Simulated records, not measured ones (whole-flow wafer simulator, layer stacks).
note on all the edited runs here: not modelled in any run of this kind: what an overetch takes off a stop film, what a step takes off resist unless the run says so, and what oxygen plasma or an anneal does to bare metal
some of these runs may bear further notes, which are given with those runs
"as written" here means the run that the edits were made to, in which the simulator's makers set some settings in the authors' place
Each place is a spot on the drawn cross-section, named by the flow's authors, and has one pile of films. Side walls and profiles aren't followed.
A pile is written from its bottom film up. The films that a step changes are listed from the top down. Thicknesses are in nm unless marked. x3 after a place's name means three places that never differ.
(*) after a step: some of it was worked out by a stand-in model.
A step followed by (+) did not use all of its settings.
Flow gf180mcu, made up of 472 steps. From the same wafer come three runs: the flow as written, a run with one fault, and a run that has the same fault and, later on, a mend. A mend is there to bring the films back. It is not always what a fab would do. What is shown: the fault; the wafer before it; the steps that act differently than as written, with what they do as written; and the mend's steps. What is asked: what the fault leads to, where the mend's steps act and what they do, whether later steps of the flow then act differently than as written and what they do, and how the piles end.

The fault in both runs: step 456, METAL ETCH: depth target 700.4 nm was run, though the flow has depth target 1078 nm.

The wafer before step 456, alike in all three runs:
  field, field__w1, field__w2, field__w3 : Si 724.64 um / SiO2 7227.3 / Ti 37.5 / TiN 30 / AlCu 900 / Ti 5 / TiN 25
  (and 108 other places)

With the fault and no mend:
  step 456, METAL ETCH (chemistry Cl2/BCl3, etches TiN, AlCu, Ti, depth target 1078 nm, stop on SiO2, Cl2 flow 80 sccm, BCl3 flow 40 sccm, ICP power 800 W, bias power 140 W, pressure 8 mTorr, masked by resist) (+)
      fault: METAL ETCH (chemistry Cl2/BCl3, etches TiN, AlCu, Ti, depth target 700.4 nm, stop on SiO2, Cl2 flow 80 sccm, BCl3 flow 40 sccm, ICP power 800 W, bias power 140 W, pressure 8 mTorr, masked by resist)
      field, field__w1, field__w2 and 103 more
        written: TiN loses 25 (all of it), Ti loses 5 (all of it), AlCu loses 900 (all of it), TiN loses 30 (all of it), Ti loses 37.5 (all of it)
        fault: TiN loses 25 (all of it), Ti loses 5 (all of it), AlCu loses 670.4
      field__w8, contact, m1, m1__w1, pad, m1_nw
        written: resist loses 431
        fault: resist loses 280.2
  Steps further on in the flow that do not act as written:
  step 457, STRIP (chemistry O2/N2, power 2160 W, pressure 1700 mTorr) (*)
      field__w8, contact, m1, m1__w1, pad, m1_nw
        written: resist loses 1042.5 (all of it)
        fault: resist loses 1193.3 (all of it)
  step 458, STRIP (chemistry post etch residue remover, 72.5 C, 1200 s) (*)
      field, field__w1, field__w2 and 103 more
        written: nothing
        fault: AlCu loses 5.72
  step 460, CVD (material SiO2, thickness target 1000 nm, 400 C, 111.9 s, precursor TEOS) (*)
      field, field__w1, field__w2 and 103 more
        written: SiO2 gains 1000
        fault: SiO2 gains 1000 (new film)
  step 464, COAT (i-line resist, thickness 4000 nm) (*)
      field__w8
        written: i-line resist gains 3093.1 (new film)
        fault: i-line resist gains 3352.3 (new film)
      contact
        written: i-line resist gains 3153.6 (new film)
        fault: i-line resist gains 3386.3 (new film)
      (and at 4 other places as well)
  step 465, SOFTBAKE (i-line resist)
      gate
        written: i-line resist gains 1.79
        fault: i-line resist loses 0.63
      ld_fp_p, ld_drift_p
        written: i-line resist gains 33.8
        fault: i-line resist gains 20.6
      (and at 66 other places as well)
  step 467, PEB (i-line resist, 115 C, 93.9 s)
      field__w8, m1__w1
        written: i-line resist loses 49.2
        fault: i-line resist loses 54.5
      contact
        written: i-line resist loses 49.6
        fault: i-line resist loses 54.7
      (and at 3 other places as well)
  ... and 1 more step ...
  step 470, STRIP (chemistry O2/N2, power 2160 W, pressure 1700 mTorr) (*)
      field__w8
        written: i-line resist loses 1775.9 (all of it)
        fault: i-line resist loses 2055.2 (all of it)
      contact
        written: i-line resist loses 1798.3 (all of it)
        fault: i-line resist loses 2068.1 (all of it)
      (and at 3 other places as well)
  The piles end different from the flow's at field, field__w1, field__w2 and 103 more by more than 2% or 0.5 nm, whichever is larger.
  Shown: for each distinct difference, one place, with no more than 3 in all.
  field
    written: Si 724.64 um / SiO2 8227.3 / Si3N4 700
    fault: Si 724.64 um / SiO2 7227.3 / Ti 37.5 / TiN 30 / AlCu 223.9 / SiO2 1000 / Si3N4 700
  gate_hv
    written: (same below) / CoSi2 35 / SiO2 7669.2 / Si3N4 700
    fault: (same below) / CoSi2 35 / SiO2 6669.2 / Ti 37.5 / TiN 30 / AlCu 223.9 / SiO2 1000 / Si3N4 700
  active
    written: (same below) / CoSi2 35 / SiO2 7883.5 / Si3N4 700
    fault: (same below) / CoSi2 35 / SiO2 6883.5 / Ti 37.5 / TiN 30 / AlCu 223.9 / SiO2 1000 / Si3N4 700

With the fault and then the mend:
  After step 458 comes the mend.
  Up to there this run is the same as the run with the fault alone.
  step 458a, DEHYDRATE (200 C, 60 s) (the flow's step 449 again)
      leaves every film unchanged at each place that is followed
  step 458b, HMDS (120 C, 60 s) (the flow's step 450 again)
      leaves every film unchanged at each place that is followed
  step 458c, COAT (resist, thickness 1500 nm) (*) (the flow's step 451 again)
      iso_ptap_pw, iso_ntap_nw, iso_nw_fld and 33 more
        resist gains 1500 (new film)
      field__w6, field_sub, field_sub__w1 and 13 more
        resist gains 1509 (new film)
      p_well, sti, spacer, sd_n, mim_1p0, dice_street
        resist gains 1503.4 (new film)
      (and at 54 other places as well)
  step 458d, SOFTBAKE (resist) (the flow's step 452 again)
      field__w2, active_hv
        resist loses 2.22
      field__w5, field__w9
        resist loses 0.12
      field__w11, field_sub__w1
        resist loses 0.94
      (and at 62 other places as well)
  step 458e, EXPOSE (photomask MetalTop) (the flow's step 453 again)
      leaves every film unchanged at each place that is followed
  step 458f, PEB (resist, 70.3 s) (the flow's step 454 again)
      field__w2, field__w3, field__w5 and 43 more
        resist loses 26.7
      iso_ptap_pw, iso_ntap_nw, iso_nw_fld and 33 more
        resist loses 26.5
      p_well, sti, spacer, sd_n, mim_1p0, dice_street
        resist loses 26.6
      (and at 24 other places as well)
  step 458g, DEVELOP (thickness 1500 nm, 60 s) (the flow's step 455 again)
      iso_ptap_pw, iso_ntap_nw, iso_nw_fld and 33 more
        resist loses 1473.5 (all of it)
      field__w2, field__w3, field__w12, ld_acc_p, ld_fp_p, ppoly_sal
        resist loses 1482.1 (all of it)
      p_well, sti, spacer, sd_n, mim_1p0, dice_street
        resist loses 1476.8 (all of it)
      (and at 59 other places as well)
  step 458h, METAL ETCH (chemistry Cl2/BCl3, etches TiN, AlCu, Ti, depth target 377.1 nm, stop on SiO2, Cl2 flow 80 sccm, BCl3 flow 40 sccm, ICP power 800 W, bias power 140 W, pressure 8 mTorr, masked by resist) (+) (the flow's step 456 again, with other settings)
      field, field__w1, field__w2 and 103 more
        AlCu loses 223.9 (all of it), TiN loses 30 (all of it), Ti loses 37.5 (all of it)
      field__w8, contact, m1, m1__w1, pad, m1_nw
        resist loses 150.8
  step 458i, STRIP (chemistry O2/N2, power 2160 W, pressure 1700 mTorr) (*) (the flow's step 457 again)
      field__w8
        resist loses 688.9 (all of it)
      contact
        resist loses 687 (all of it)
      m1
        resist loses 687.3 (all of it)
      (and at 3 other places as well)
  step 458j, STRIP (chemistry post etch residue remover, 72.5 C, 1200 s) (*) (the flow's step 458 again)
      field__w8, contact, m1, m1__w1, pad, m1_nw
        TiN loses 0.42
  None of the later steps of the flow differs from how it acts as written, at any place that is followed, by more than 2% or 0.5 nm, whichever is larger.
  At the end the piles are close to the flow's at the places that both follow, differing by at most 2% or 0.5 nm, whichever is larger.
